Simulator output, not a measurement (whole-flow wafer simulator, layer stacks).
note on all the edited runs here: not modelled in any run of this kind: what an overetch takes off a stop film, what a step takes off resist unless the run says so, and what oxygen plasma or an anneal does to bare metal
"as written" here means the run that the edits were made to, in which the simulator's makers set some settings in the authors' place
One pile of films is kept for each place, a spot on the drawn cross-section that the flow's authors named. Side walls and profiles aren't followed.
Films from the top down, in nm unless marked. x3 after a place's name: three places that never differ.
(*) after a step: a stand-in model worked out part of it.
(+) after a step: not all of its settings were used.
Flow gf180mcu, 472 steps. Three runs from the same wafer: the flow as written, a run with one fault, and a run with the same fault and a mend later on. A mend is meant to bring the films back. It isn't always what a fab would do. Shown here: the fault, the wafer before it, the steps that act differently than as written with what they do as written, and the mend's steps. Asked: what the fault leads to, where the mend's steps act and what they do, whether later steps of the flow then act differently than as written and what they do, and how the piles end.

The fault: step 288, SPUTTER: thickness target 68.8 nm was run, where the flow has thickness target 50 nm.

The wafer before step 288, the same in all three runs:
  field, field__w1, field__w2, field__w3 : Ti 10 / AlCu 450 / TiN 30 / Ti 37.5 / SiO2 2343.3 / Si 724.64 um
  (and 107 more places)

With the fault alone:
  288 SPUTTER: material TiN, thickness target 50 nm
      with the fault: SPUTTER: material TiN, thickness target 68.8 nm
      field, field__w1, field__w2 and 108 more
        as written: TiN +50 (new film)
        with the fault: TiN +68.8 (new film)
  Later steps of the flow that act differently than as written (3 more steps differ only slightly, by at most 2% or 0.5 nm, whichever is larger, and aren't shown):
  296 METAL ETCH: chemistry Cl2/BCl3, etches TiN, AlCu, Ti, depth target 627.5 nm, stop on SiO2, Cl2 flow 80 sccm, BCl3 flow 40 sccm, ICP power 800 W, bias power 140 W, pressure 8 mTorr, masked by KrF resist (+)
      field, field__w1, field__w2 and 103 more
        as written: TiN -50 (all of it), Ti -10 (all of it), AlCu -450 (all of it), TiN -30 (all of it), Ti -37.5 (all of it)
        with the fault: TiN -68.8 (all of it), Ti -10 (all of it), AlCu -450 (all of it), TiN -30 (all of it), Ti -37.5 (all of it)
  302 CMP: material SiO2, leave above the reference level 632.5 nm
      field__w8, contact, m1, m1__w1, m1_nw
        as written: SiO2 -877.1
        with the fault: SiO2 -895.9
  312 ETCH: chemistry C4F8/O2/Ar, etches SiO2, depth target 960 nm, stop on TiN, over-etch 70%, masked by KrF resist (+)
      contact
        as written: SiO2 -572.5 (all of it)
        with the fault: SiO2 -553.7 (all of it)
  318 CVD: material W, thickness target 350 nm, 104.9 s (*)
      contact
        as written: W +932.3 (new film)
        with the fault: W +913.3 (new film)
  At the end the piles differ from the flow's by more than 2% or 0.5 nm, whichever is larger, at field__w8, contact, m1, m1__w1, m1_nw.
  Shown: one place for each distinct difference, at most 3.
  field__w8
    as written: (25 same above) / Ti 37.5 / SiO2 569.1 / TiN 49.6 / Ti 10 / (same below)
    with the fault: (25 same above) / Ti 37.5 / SiO2 550.3 / TiN 68.4 / Ti 10 / (same below)
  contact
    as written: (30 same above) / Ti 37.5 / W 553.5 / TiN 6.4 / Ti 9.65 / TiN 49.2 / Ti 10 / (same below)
    with the fault: (30 same above) / Ti 37.5 / W 534.5 / TiN 6.47 / Ti 9.76 / TiN 68 / Ti 10 / (same below)

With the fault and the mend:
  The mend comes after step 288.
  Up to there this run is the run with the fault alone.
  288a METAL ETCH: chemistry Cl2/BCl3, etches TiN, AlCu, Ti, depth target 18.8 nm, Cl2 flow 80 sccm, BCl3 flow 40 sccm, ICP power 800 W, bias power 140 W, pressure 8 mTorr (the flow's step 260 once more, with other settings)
      field, field__w1, field__w2 and 108 more
        TiN -18.8
  No later step of the flow acts differently than as written at any place that is followed.
  At the end the piles are the same as the flow's at every place that both follow.
